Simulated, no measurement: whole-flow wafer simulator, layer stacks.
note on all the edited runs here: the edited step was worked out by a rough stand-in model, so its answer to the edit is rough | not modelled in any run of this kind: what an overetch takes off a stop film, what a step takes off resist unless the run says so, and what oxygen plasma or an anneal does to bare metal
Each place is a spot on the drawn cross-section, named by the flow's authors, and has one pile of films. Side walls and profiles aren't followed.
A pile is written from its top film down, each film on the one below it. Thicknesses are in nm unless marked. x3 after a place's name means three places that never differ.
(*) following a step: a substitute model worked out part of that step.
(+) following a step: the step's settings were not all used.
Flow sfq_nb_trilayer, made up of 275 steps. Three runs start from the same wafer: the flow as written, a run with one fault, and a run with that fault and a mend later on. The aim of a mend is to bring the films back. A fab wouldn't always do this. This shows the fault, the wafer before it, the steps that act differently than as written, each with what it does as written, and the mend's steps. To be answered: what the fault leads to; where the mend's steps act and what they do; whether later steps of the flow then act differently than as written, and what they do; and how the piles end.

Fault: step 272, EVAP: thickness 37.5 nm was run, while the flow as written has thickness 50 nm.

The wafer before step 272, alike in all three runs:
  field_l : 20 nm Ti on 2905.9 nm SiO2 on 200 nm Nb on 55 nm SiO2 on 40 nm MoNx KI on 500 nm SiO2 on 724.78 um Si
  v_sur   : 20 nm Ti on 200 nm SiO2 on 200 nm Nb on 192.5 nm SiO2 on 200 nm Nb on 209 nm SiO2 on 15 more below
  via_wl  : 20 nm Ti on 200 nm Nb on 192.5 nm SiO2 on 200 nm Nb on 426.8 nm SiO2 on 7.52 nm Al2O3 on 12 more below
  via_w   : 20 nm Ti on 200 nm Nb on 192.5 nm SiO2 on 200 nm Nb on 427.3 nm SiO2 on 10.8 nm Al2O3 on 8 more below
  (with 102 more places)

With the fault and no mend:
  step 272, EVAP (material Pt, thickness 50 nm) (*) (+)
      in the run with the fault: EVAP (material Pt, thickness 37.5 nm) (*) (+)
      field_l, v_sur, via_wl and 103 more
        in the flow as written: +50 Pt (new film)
        in the run with the fault: +37.5 Pt (new film)
  Steps further on in the flow that do not act as written:
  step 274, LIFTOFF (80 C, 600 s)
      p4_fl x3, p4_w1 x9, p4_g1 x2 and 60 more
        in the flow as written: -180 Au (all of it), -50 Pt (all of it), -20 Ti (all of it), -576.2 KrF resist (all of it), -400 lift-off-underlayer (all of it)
        in the run with the fault: -180 Au (all of it), -37.5 Pt (all of it), -20 Ti (all of it), -576.2 KrF resist (all of it), -400 lift-off-underlayer (all of it)
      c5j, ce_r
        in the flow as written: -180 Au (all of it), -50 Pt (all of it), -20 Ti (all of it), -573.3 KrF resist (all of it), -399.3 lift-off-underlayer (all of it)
        in the run with the fault: -180 Au (all of it), -37.5 Pt (all of it), -20 Ti (all of it), -573.3 KrF resist (all of it), -399.3 lift-off-underlayer (all of it)
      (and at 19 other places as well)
  By the end, the piles at field_l, v_sur, via_wl and 8 more depart from the flow's by more than 2% or 0.5 nm, whichever is larger.
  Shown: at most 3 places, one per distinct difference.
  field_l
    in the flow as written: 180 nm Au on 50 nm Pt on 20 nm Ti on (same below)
    in the run with the fault: 180 nm Au on 37.5 nm Pt on 20 nm Ti on (same below)

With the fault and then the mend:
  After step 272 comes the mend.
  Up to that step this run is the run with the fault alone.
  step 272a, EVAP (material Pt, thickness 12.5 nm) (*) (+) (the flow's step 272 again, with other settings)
      field_l, v_sur, via_wl and 103 more
        +12.5 Pt
  None of the later steps of the flow acts differently than as written at any place that is followed.
  By the end, the piles equal the flow's at every place that both follow.
